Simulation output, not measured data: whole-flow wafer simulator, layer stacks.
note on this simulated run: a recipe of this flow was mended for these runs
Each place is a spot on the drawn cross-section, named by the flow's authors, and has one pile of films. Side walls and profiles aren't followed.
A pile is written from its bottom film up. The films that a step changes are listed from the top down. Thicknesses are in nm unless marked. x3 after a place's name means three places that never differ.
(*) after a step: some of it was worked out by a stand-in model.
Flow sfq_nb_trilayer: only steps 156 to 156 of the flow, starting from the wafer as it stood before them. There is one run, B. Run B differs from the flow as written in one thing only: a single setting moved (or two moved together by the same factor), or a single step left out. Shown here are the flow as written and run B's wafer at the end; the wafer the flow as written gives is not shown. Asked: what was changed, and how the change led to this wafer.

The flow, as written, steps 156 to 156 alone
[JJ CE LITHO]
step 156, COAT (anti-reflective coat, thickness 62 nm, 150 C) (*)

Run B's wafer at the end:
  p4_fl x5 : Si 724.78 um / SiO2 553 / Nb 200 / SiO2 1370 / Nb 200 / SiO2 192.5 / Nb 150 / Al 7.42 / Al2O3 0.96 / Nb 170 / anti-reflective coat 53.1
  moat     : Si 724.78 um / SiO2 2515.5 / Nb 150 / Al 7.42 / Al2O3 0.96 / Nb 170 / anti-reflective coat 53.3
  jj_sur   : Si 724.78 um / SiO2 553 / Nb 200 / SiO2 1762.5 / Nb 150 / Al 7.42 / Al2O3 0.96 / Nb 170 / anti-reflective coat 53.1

What caused this: step 156, COAT: thickness 53.1 nm was run, whereas the flow has thickness 62 nm.
The wafer lets one read it off: p4_fl x5 has anti-reflective coat 53.1, and step 156 as written asks for 62 nm.

The path from the change to this, step by step:
  step 156, COAT (anti-reflective coat, thickness 62 nm, 150 C) (*)
      p4_fl x5, p4_w1 x9, p3_s0 x42, wl_j_sl x15, wl_d_m1, l0r_line_l x3, m0r_space_l x2: +53.1 anti-reflective coat (new film) (in the flow as written it would be: +62 anti-reflective coat (new film))
      moat, field_r, lsp_l, ln_m5, lsp_m, ln_m6, lsp_r: +53.3 anti-reflective coat (new film) (in the flow as written it would be: +62.3 anti-reflective coat (new film))
      (also at 20 further places)
